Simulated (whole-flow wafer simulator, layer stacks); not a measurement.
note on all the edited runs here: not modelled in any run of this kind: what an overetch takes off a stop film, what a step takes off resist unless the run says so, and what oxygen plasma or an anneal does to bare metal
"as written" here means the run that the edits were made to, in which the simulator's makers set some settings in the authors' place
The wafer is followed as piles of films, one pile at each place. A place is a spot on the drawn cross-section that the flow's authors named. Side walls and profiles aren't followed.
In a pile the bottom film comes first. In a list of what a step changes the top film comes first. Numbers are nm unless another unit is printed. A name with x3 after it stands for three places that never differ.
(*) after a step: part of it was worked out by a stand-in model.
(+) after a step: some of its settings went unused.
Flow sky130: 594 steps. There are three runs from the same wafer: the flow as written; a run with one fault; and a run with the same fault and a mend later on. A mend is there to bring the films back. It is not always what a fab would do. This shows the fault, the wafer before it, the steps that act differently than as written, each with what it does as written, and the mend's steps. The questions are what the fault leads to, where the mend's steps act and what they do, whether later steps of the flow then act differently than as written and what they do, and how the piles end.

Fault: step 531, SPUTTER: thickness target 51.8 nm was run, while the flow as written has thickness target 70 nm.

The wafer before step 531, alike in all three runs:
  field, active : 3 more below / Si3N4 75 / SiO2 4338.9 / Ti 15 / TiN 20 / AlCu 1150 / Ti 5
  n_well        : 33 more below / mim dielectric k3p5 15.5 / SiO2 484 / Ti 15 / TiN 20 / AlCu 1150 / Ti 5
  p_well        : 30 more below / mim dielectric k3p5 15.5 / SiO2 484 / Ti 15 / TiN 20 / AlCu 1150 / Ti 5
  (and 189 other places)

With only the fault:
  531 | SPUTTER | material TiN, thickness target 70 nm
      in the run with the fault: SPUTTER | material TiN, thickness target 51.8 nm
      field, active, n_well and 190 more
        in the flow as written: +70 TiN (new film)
        in the run with the fault: +51.8 TiN (new film)
  Steps further on in the flow that do not act as written (18 other steps are not shown; they differ only slightly, by no more than 2% or 0.5 nm, whichever is larger):
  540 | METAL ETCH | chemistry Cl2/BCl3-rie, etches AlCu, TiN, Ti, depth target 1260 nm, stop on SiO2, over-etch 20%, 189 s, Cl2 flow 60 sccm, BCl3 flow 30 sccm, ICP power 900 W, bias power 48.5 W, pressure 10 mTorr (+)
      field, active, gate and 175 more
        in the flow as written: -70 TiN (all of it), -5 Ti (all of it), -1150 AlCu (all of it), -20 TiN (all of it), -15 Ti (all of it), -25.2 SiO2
        in the run with the fault: -51.8 TiN (all of it), -5 Ti (all of it), -1150 AlCu (all of it), -20 TiN (all of it), -15 Ti (all of it), -27 SiO2
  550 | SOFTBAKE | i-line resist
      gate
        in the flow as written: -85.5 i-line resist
        in the run with the fault: -83.7 i-line resist
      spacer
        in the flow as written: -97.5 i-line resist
        in the run with the fault: -95.4 i-line resist
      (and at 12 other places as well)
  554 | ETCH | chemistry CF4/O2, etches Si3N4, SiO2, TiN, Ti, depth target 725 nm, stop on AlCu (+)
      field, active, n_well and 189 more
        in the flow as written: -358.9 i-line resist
        in the run with the fault: -340.7 i-line resist
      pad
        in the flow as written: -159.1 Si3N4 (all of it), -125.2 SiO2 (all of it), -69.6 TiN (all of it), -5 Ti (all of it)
        in the run with the fault: -159.1 Si3N4 (all of it), -125.2 SiO2 (all of it), -51.4 TiN (all of it), -5 Ti (all of it)
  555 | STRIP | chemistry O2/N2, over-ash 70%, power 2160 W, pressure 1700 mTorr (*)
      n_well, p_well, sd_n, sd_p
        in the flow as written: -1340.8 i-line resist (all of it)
        in the run with the fault: -1375 i-line resist (all of it)
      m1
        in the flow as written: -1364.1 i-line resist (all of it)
        in the run with the fault: -1398 i-line resist (all of it)
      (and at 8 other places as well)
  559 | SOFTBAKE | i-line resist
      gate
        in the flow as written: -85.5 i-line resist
        in the run with the fault: -83.7 i-line resist
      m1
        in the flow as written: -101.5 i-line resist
        in the run with the fault: -99.4 i-line resist
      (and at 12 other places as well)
  By the end, the piles at n_well, p_well, sd_n and 11 more depart from the flow's by more than 2% or 0.5 nm, whichever is larger.
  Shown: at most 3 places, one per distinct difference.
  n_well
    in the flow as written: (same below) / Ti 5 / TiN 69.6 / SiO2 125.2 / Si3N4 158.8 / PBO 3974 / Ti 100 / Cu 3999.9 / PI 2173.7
    in the run with the fault: (same below) / Ti 5 / TiN 51.4 / SiO2 125.2 / Si3N4 158.8 / PBO 3987.1 / Ti 100 / Cu 3999.9 / PI 2175.8
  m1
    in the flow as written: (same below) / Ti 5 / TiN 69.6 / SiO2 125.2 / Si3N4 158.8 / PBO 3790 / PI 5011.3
    in the run with the fault: (same below) / Ti 5 / TiN 51.4 / SiO2 125.2 / Si3N4 158.8 / PBO 3805.1 / PI 5012.2
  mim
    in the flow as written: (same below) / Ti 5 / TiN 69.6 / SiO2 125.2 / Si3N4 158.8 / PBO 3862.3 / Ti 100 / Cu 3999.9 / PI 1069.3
    in the run with the fault: (same below) / Ti 5 / TiN 51.4 / SiO2 125.2 / Si3N4 158.8 / PBO 3876.3 / Ti 100 / Cu 3999.9 / PI 1070.9

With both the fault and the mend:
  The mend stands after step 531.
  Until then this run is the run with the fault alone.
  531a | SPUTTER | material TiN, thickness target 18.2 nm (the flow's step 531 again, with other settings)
      field, active, n_well and 190 more
        +18.2 TiN
  Later steps of the flow that are run all act as written at every place that is followed.
  The piles end the same as the flow's at every place that both follow.
